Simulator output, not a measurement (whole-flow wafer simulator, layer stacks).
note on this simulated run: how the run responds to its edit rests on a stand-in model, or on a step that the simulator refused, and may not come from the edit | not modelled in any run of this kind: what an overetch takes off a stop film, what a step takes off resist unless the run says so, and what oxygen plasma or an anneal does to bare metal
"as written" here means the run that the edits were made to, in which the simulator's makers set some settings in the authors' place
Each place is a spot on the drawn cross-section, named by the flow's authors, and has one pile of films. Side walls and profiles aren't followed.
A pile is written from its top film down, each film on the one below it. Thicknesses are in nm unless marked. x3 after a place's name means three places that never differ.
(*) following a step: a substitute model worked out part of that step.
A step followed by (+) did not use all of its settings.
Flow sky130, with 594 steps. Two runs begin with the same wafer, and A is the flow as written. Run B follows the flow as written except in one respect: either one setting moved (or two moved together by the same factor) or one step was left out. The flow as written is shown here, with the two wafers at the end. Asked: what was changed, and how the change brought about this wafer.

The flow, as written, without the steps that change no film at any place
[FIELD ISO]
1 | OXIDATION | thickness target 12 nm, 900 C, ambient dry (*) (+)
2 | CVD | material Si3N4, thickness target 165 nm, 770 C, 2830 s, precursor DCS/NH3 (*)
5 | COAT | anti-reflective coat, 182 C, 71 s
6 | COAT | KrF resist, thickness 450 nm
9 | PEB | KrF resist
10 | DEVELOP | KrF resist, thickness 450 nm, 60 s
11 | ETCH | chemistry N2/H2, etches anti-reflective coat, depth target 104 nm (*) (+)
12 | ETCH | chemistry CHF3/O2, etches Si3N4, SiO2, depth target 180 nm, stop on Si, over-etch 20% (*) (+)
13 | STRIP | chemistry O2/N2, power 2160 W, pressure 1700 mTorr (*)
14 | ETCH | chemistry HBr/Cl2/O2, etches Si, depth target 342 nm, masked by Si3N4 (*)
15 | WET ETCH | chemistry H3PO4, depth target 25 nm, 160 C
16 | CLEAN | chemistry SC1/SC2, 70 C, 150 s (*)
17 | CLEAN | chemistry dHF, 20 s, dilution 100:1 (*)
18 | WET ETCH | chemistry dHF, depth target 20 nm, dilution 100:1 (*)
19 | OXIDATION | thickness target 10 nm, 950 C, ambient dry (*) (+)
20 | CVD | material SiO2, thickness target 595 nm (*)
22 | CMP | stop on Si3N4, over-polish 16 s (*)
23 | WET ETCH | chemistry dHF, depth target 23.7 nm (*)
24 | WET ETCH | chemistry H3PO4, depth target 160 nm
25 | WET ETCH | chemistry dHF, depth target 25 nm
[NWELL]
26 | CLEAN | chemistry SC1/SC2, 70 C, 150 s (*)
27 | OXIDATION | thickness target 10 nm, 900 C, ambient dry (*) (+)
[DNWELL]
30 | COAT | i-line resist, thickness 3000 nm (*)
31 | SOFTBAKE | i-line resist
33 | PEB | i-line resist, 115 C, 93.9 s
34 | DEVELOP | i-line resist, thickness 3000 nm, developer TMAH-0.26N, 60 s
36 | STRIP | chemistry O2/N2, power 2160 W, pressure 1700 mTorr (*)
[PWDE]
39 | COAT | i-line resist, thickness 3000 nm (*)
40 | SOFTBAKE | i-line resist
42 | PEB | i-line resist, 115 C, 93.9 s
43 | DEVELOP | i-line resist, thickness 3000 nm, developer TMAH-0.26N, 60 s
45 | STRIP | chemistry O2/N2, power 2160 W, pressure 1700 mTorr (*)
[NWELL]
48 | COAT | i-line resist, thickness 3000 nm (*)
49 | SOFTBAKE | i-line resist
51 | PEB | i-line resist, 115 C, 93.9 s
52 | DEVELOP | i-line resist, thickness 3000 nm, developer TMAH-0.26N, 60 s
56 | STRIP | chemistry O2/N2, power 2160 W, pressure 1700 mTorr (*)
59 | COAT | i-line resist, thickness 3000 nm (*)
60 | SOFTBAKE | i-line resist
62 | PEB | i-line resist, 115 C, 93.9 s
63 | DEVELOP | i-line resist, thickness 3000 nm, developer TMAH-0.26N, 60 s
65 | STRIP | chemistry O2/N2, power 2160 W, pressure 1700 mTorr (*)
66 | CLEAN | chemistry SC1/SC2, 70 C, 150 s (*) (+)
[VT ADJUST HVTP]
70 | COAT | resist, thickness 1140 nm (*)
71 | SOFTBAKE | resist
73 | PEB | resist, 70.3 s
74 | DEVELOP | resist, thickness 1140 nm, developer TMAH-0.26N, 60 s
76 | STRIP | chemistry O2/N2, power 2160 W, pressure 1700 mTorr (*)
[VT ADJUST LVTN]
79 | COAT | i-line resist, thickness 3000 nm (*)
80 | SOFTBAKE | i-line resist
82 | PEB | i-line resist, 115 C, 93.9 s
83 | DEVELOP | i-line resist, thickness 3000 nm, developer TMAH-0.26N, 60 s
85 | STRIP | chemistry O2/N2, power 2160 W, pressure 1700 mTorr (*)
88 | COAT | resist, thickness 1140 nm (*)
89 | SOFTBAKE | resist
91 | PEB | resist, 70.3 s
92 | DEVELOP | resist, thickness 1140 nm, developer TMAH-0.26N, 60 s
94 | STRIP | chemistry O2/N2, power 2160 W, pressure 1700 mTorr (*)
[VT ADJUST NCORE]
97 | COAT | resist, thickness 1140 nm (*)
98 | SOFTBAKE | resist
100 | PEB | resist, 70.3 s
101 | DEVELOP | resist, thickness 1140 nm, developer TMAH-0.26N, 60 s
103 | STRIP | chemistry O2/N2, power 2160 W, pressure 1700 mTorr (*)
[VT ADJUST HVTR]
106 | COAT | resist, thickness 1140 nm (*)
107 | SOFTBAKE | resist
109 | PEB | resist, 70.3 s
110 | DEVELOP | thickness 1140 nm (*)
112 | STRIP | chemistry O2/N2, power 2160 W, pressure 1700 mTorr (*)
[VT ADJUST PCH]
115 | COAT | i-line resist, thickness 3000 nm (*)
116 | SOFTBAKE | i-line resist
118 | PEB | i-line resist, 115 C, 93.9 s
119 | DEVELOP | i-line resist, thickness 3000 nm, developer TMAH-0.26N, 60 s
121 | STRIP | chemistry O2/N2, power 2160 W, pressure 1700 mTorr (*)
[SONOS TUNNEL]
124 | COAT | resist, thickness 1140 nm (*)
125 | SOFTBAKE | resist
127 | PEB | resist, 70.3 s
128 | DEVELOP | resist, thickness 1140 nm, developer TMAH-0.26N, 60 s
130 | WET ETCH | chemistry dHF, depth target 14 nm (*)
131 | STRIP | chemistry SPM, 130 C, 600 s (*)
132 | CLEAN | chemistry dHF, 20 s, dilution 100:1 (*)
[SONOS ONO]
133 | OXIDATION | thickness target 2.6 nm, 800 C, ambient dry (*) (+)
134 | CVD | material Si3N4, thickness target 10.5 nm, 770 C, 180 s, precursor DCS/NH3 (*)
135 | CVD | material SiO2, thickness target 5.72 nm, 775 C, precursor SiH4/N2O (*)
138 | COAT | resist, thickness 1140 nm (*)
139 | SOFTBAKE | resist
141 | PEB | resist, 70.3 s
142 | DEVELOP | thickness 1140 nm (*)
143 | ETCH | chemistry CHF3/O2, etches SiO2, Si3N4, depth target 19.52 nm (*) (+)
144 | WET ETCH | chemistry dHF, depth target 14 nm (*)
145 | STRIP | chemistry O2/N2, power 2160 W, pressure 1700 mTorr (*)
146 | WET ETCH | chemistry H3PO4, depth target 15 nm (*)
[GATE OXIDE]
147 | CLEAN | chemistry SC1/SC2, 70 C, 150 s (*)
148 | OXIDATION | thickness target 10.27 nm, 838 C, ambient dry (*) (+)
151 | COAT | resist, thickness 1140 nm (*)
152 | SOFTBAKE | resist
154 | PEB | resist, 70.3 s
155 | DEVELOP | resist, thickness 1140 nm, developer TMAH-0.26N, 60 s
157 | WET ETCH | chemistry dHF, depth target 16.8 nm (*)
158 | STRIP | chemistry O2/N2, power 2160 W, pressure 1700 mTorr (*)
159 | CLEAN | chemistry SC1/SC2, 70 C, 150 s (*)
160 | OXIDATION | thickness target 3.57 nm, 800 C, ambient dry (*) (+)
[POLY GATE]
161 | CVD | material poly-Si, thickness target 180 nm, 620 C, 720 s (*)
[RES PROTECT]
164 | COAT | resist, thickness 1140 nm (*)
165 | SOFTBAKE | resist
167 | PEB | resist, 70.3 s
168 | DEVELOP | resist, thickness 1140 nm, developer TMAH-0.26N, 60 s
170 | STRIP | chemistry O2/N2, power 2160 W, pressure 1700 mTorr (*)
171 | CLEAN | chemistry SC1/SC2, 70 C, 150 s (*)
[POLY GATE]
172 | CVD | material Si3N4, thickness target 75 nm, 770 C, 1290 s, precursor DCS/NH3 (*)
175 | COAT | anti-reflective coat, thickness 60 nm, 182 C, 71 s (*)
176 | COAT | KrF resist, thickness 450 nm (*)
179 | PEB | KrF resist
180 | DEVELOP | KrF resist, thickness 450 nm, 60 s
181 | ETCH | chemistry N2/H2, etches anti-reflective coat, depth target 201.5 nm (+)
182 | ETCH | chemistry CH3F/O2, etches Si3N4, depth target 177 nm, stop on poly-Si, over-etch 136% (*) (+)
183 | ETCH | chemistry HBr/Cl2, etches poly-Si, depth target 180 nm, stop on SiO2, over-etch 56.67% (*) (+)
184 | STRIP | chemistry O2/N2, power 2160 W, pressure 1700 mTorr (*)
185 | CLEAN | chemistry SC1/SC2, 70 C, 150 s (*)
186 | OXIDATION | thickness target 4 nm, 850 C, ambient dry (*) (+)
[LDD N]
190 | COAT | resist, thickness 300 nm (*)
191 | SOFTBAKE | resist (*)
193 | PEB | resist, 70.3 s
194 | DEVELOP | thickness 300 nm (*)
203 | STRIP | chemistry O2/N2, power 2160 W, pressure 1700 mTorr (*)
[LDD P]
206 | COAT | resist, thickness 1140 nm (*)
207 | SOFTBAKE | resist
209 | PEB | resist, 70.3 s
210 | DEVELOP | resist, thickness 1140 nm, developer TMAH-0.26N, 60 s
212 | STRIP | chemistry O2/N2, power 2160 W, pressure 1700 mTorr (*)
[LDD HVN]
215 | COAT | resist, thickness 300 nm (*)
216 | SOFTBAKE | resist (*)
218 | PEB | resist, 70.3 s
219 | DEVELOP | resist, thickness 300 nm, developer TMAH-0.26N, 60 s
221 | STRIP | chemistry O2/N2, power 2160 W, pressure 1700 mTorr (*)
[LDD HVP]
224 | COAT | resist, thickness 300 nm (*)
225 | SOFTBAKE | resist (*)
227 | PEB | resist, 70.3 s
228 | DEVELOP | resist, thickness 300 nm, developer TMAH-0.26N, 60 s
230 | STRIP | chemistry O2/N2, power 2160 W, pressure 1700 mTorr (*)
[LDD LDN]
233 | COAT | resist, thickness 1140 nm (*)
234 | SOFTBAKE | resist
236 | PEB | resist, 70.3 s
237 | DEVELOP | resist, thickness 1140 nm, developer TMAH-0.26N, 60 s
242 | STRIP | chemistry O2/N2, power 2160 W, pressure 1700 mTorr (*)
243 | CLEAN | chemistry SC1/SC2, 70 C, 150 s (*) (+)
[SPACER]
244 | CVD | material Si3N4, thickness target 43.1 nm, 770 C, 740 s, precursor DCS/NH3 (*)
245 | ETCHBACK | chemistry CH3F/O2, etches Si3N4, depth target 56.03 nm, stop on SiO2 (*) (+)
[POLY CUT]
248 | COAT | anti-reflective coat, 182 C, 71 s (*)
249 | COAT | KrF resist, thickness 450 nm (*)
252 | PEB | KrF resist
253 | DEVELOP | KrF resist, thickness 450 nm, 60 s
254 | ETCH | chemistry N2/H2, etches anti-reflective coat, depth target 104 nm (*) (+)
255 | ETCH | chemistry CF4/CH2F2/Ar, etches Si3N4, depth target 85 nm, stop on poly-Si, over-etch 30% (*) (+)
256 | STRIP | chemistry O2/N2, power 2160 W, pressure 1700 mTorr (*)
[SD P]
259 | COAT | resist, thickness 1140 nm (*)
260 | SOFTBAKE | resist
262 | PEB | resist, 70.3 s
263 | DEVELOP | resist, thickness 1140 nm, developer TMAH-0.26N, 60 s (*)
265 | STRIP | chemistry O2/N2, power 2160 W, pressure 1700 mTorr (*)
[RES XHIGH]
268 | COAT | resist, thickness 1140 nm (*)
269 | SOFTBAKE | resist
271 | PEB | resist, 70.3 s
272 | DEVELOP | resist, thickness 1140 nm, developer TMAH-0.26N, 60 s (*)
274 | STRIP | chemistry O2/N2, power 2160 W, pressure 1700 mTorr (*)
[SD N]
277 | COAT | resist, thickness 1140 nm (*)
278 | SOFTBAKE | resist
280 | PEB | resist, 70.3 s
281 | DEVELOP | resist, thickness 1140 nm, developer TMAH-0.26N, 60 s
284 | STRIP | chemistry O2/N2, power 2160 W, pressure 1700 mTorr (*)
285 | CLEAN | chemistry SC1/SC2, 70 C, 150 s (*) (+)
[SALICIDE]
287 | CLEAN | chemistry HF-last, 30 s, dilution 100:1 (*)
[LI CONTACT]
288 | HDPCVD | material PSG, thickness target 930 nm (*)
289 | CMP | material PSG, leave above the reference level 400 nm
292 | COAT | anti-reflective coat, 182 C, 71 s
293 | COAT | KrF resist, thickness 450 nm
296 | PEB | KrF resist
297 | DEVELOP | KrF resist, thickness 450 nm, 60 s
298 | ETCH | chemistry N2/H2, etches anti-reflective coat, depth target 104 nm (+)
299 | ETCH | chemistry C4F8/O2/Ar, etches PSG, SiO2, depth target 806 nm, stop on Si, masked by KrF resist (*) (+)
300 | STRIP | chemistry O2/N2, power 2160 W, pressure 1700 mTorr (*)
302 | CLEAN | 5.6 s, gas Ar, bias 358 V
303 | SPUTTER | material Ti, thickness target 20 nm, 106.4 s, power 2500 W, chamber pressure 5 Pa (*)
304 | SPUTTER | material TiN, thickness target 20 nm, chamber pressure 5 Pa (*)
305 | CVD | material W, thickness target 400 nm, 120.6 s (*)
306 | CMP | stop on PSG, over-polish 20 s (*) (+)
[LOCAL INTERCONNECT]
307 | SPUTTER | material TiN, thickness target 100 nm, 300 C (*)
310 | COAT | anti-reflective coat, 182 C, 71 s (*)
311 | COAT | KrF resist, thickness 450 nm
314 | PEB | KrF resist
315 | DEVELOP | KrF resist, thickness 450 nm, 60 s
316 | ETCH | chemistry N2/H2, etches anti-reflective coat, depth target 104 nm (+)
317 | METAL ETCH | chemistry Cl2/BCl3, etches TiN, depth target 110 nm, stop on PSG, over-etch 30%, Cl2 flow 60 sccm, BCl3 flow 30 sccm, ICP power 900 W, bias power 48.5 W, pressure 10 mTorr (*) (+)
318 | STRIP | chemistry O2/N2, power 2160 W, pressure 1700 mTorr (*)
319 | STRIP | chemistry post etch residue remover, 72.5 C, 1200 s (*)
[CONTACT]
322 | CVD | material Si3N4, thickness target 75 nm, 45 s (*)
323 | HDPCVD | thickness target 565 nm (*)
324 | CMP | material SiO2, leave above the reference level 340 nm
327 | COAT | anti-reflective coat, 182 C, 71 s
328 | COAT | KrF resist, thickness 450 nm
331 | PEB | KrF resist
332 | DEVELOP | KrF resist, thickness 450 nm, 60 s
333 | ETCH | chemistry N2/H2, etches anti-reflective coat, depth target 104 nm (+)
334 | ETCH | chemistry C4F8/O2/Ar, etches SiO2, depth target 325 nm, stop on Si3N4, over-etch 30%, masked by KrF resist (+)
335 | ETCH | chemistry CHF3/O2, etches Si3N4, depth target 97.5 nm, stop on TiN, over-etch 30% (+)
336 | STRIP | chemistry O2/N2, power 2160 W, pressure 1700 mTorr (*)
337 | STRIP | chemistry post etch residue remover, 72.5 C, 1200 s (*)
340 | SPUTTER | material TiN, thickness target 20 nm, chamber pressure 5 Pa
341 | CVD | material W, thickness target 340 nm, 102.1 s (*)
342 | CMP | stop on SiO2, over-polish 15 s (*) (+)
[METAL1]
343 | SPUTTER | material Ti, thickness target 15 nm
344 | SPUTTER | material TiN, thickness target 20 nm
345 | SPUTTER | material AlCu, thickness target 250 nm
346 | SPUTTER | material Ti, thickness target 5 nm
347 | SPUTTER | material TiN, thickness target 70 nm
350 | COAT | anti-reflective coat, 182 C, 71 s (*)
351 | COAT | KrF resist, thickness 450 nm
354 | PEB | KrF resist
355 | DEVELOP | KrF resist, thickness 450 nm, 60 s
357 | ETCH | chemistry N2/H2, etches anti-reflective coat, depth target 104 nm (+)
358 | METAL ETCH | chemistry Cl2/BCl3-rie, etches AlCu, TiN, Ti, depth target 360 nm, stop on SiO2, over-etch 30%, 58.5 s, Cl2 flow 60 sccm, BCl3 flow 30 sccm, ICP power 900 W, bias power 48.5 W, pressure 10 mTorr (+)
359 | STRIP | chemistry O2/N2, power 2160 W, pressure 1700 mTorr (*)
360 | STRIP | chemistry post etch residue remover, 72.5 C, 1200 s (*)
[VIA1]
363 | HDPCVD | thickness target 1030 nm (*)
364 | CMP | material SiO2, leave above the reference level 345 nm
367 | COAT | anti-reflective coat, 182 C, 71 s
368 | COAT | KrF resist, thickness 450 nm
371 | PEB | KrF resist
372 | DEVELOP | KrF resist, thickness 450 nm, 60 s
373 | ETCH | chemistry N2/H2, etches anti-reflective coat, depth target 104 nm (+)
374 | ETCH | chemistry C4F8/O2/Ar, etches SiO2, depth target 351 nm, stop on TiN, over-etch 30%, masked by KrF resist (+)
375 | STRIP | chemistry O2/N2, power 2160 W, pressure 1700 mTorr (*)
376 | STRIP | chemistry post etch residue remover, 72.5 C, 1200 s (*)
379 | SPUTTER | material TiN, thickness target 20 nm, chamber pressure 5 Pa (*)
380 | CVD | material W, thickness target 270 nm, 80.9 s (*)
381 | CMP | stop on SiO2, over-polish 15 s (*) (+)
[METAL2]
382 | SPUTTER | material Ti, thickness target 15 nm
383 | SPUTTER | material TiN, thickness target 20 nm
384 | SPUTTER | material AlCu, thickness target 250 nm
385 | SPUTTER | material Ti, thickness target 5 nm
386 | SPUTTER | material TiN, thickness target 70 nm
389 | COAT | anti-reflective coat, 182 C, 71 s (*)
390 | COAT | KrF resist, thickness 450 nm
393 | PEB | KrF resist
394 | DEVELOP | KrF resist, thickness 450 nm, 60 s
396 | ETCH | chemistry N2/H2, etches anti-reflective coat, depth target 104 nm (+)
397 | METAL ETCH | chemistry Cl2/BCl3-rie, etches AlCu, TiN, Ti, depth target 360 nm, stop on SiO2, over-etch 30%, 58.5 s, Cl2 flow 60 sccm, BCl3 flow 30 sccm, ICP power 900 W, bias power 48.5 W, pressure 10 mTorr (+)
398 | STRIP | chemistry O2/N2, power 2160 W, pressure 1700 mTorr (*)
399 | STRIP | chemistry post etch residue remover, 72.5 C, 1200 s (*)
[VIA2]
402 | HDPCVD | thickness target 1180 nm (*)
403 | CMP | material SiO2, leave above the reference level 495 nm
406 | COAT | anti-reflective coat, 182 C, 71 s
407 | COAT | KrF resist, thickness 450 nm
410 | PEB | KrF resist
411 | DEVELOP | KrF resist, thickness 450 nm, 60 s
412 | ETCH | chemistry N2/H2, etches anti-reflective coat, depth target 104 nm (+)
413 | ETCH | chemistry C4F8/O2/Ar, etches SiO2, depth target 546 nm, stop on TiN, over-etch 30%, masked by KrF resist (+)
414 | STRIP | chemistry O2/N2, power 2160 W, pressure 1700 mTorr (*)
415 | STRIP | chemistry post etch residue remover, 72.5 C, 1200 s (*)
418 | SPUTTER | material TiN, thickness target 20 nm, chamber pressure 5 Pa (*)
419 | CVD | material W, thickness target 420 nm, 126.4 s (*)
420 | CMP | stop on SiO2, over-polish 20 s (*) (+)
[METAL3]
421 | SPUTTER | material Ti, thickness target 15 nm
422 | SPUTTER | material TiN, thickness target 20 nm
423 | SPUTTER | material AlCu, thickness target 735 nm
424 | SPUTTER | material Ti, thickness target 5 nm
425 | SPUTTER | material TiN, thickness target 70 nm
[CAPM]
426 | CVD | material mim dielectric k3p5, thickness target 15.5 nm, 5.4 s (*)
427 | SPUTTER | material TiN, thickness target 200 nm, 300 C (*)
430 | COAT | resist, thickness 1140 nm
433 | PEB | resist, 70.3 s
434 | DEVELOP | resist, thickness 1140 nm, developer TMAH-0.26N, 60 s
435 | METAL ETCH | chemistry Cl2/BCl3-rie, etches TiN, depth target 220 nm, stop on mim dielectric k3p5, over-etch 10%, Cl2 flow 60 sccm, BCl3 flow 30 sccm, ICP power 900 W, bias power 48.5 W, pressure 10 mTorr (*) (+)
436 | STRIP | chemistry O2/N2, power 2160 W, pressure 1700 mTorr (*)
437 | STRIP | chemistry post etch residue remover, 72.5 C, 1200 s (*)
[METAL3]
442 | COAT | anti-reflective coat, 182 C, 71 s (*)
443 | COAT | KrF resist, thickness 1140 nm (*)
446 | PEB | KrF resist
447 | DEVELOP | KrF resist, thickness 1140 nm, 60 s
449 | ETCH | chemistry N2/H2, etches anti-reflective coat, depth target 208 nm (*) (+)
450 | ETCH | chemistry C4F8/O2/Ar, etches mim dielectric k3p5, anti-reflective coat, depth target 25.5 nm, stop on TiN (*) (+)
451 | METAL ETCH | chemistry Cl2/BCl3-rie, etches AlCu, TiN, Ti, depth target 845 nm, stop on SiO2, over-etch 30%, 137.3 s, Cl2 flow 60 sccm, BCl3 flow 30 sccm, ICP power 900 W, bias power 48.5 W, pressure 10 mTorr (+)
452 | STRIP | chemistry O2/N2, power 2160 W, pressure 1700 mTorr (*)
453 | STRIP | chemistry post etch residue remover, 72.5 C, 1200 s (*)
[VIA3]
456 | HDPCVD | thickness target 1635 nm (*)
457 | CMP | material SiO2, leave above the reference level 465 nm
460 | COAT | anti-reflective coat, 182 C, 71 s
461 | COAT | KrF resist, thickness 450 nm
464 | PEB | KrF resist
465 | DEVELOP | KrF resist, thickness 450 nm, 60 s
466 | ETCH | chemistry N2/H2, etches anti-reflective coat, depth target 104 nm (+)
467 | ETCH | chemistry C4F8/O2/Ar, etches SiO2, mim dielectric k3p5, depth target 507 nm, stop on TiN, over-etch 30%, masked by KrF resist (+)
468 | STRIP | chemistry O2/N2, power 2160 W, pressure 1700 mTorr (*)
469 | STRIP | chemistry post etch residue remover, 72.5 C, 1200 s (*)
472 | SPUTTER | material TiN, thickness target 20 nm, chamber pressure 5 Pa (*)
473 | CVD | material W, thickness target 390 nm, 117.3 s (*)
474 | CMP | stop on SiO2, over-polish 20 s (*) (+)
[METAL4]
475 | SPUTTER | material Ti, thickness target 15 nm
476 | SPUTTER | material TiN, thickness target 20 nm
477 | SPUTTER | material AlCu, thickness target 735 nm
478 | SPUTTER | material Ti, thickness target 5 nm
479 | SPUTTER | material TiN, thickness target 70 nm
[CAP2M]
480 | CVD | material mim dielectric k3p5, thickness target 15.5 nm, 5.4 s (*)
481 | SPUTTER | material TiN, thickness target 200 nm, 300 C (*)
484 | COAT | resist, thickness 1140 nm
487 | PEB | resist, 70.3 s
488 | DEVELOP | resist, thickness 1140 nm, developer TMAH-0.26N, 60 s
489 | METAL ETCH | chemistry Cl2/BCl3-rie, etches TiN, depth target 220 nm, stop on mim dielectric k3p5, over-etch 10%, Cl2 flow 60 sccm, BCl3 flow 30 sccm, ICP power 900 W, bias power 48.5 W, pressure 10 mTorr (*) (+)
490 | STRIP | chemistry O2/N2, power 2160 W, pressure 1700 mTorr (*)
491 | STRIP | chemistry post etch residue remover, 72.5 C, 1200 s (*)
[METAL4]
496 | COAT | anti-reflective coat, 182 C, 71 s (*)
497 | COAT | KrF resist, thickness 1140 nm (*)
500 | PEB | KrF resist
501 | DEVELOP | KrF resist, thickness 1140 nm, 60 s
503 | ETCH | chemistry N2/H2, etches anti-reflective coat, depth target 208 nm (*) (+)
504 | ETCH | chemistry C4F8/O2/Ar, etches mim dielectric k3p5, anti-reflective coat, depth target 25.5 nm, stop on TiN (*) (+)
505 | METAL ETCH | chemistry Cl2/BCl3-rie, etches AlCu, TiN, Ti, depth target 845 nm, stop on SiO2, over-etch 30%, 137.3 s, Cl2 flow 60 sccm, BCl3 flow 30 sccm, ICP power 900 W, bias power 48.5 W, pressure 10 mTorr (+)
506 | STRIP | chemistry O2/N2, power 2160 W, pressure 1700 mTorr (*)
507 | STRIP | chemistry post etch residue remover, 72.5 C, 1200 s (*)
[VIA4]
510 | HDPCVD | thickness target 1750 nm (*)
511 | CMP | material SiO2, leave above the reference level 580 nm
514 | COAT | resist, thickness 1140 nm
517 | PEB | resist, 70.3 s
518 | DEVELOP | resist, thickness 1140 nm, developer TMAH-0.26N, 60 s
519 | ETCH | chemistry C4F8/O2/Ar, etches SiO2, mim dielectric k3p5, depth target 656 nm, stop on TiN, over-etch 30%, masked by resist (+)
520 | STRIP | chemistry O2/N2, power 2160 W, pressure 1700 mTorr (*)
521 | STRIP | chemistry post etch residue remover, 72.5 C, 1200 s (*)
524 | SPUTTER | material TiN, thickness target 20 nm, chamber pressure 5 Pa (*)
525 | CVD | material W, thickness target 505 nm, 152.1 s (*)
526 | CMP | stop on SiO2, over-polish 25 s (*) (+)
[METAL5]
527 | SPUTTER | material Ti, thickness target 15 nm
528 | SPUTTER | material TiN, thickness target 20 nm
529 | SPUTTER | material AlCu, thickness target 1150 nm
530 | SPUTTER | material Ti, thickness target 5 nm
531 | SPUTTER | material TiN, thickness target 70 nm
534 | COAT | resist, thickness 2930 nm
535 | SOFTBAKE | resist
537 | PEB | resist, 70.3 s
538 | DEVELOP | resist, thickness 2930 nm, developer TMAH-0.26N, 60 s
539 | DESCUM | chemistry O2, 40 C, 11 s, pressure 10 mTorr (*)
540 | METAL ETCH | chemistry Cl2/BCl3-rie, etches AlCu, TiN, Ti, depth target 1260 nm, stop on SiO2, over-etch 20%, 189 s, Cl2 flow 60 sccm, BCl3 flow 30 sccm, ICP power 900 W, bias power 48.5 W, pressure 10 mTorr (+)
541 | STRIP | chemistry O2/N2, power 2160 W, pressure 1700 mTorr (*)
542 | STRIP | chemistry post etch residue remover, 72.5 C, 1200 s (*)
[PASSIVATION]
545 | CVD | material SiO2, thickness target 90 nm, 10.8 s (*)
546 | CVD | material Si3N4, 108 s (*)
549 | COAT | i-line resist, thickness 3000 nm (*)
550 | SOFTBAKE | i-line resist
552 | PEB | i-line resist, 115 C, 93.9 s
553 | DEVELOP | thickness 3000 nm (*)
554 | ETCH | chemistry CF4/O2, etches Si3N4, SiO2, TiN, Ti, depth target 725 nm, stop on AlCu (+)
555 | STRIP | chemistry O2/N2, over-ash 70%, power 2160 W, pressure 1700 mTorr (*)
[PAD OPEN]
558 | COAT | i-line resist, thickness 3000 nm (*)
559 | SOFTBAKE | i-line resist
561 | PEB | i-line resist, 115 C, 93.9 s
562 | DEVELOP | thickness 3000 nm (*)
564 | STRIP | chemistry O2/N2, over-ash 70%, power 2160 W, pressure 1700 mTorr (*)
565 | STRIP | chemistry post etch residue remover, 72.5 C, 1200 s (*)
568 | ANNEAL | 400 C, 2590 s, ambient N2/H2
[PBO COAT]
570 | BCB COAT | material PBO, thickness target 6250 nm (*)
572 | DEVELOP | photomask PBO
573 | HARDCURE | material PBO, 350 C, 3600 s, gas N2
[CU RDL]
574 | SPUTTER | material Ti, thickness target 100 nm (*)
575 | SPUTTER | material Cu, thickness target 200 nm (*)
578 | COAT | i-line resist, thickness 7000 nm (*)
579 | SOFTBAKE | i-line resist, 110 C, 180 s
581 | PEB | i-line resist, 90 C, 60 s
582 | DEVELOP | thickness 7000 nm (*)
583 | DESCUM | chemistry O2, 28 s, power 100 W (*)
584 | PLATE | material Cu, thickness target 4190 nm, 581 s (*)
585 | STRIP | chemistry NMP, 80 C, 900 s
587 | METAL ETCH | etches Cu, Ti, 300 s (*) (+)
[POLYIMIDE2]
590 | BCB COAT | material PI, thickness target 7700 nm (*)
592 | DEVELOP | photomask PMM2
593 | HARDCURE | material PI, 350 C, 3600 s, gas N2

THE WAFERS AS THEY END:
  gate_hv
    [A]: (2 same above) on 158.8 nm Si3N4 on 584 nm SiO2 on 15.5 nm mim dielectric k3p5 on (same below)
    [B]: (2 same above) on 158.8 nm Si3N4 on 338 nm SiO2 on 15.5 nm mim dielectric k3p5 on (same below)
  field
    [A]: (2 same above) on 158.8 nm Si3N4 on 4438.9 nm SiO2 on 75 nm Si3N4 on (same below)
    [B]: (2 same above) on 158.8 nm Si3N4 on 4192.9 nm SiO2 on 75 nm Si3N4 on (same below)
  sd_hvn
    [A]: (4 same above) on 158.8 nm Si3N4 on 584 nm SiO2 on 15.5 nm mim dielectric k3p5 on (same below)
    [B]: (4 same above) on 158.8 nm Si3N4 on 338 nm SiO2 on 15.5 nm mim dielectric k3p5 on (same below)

The reason: step 511, CMP: leave above the reference level 334 nm was run, though the flow has leave above the reference level 580 nm.

Step by step, how the change led to this:
  511 | CMP | material SiO2, leave above the reference level 580 nm
      n_well, p_well, gate_hv and 99 more: A -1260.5 SiO2 | B -1506.5 SiO2
      field, active, gate and 77 more: A -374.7 SiO2 | B -620.7 SiO2
      (and at 11 other places as well)
  519 | ETCH | chemistry C4F8/O2/Ar, etches SiO2, mim dielectric k3p5, depth target 656 nm, stop on TiN, over-etch 30%, masked by resist (+)
      field, active, n_well and 188 more: A -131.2 resist | B -67.5 resist
      m1: A -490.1 SiO2 (all of it), -15.5 mim dielectric k3p5 (all of it) | B -244.1 SiO2 (all of it), -15.5 mim dielectric k3p5 (all of it)
      (and at 1 other place as well)
  520 | STRIP | chemistry O2/N2, power 2160 W, pressure 1700 mTorr (*)
      field, active, n_well and 188 more: A -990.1 resist (all of it) | B -1053.8 resist (all of it)
  524 | SPUTTER | material TiN, thickness target 20 nm, chamber pressure 5 Pa (*)
      m1, via4_hole: A +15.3 TiN | B +17.2 TiN
  525 | CVD | material W, thickness target 505 nm, 152.1 s (*)
      m1: A +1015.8 W (new film) | B +571.1 W (new film)
      via4_hole: A +1015.2 W (new film) | B +572.3 W (new film)
  526 | CMP | stop on SiO2, over-polish 25 s (*) (+)
      m1: A -532.7 W | B -335.9 W
      via4_hole: A -532.7 W | B -337.7 W
